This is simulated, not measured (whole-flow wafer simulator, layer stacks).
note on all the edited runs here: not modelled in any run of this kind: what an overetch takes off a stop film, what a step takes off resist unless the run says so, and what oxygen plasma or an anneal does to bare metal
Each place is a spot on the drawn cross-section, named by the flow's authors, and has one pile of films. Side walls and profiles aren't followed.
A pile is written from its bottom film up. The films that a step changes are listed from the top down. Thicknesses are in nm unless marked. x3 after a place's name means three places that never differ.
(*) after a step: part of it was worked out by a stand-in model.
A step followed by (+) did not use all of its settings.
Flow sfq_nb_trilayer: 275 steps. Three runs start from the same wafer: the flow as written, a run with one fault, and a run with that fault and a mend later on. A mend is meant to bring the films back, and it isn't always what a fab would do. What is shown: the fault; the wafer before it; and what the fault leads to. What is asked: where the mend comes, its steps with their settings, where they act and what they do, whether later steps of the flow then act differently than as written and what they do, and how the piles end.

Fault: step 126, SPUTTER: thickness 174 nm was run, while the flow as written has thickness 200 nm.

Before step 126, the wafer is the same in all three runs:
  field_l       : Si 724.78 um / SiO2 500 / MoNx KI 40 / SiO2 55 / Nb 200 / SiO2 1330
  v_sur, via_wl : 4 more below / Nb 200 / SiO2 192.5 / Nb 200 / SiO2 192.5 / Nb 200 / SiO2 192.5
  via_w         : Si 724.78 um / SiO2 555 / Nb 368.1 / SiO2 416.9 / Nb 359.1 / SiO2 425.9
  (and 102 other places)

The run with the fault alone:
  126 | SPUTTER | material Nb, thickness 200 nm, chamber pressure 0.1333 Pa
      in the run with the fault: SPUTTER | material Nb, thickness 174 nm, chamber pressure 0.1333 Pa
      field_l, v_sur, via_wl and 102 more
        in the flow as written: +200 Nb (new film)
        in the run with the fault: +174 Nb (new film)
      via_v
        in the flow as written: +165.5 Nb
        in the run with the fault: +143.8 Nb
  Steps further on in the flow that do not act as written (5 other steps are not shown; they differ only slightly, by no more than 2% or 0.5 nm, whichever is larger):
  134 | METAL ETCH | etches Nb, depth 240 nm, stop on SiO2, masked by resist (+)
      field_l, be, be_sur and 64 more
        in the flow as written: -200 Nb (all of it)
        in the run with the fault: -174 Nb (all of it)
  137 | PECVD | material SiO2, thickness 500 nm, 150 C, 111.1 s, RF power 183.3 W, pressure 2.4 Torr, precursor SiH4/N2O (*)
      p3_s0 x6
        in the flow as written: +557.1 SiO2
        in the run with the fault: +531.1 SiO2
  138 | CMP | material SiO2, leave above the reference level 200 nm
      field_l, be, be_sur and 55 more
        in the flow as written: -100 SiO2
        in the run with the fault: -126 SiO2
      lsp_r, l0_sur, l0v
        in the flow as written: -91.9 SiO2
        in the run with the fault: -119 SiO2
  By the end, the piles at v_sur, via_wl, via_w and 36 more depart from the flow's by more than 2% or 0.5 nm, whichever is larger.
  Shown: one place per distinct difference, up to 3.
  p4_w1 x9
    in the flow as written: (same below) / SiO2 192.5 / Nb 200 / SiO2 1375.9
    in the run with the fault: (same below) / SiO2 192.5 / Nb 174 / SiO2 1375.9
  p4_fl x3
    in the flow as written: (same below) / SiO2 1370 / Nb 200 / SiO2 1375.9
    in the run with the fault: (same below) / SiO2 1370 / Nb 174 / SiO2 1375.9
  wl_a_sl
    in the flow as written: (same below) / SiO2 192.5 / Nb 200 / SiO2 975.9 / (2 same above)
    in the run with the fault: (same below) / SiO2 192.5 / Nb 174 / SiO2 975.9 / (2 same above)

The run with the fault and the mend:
  The mend stands after step 132.
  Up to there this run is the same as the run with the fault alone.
  132a | STRIP | over-ash 65%, gas O2, power 200 W (*)
      p3_s0 x6, p3_fr x3, wl_d_sl and 38 more
        -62 anti-reflective coat (all of it)
      p4_fl x3, p4_w1 x9, p4_g1 x2 and 15 more
        -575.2 KrF resist (all of it), -62 anti-reflective coat (all of it)
      moat, field_r, lsp_l, lsp_r, l0_sur, l0v
        -61.8 anti-reflective coat (all of it)
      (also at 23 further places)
  132b | SPUTTER | material Nb, thickness 26 nm, chamber pressure 0.1333 Pa (a further turn of the flow's step 126, with different settings)
      field_l, v_sur, via_wl and 102 more
        +26 Nb
      via_v
        +19.7 Nb
  132c | COAT | anti-reflective coat, thickness 62 nm (*) (a further turn of the flow's step 127)
      p4_fl x3, p4_w1 x9, p4_g1 x2 and 63 more
        +62 anti-reflective coat (new film)
      moat, field_r, lsp_l and 6 more
        +61.8 anti-reflective coat (new film)
      be_r, r_sur, res, r_end
        +61.7 anti-reflective coat (new film)
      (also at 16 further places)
  132d | COAT | KrF resist, thickness 600 nm (*) (a further turn of the flow's step 128)
      p4_fl x3, p4_w1 x9, p4_g1 x2 and 63 more
        +600 KrF resist (new film)
      field_r, lsp_l, ln_m5, lsp_m, l0v
        +599.5 KrF resist (new film)
      ln_m6, lsp_r, l0_sur
        +599.6 KrF resist (new film)
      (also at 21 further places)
  132e | SOFTBAKE | KrF resist (a further turn of the flow's step 129)
      leaves every film unchanged at each place that is followed
  132f | EXPOSE | photomask M4, dose 12.11 mJ/cm2, NA 0.6, wavelength 248 nm (*) (a further turn of the flow's step 130)
      leaves every film unchanged at each place that is followed
  132g | PEB | KrF resist, 90 s (a further turn of the flow's step 131)
      field_l, v_sur, via_wl and 97 more
        -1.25 KrF resist
      via_w, via_wr, via_sp, wire, be
        -1.24 KrF resist
      via_v
        -1.61 KrF resist
  132h | DEVELOP | KrF resist, thickness 600 nm, 60 s (a further turn of the flow's step 132)
      p3_s0 x6, p3_fr x3, wl_d_sl and 38 more
        -598.7 KrF resist (all of it)
      v_sur, via_wl, via_w and 36 more
        -23.5 KrF resist
      moat, field_r, lsp_l
        -598.2 KrF resist (all of it)
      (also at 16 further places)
  Later steps of the flow that are run all act as written at every place that is followed, up to a difference of at most 2% or 0.5 nm, whichever is larger.
  When the end is reached, the piles differ only a little from the flow's at the places that both follow, at most by 2% or 0.5 nm, whichever is larger.
